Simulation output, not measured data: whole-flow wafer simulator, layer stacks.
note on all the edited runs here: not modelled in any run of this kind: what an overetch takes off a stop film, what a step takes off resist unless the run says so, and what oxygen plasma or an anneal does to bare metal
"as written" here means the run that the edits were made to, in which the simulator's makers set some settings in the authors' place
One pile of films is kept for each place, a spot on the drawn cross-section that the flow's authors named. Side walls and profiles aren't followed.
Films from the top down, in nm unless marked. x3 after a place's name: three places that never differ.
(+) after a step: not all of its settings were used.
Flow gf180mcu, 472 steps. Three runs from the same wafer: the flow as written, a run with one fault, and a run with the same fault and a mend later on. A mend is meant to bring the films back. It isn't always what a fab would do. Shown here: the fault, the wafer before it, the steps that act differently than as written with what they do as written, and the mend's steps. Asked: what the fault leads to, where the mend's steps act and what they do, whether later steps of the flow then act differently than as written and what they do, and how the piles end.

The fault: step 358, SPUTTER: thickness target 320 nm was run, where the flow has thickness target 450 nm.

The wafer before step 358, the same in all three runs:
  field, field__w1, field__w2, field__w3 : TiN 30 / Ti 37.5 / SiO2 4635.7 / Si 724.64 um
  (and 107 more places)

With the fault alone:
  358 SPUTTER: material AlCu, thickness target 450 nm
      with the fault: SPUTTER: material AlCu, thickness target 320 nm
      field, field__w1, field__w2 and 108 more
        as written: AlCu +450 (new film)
        with the fault: AlCu +320 (new film)
  Later steps of the flow that act differently than as written:
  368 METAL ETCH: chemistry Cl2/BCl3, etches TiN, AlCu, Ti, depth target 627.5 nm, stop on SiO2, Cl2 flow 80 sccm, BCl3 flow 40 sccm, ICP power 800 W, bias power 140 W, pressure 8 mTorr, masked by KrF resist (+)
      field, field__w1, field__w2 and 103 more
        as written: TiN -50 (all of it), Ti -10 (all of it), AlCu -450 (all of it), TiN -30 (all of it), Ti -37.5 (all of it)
        with the fault: TiN -50 (all of it), Ti -10 (all of it), AlCu -320 (all of it), TiN -30 (all of it), Ti -37.5 (all of it)
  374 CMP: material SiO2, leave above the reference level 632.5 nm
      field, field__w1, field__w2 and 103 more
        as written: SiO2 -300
        with the fault: SiO2 -430
  At the end the piles differ from the flow's by more than 2% or 0.5 nm, whichever is larger, at field__w4, field__w8, contact and 9 more.
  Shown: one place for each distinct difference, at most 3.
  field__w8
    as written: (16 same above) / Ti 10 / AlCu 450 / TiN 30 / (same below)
    with the fault: (16 same above) / Ti 10 / AlCu 320 / TiN 30 / (same below)
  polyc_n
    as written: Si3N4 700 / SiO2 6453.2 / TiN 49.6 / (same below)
    with the fault: Si3N4 700 / SiO2 6323.2 / TiN 49.6 / (same below)
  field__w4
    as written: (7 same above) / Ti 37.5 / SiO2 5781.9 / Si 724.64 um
    with the fault: (7 same above) / Ti 37.5 / SiO2 5651.9 / Si 724.64 um

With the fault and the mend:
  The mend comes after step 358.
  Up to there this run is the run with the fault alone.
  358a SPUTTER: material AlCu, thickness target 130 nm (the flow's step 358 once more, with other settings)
      field, field__w1, field__w2 and 108 more
        AlCu +130
  No later step of the flow acts differently than as written at any place that is followed.
  At the end the piles are the same as the flow's at every place that both follow.
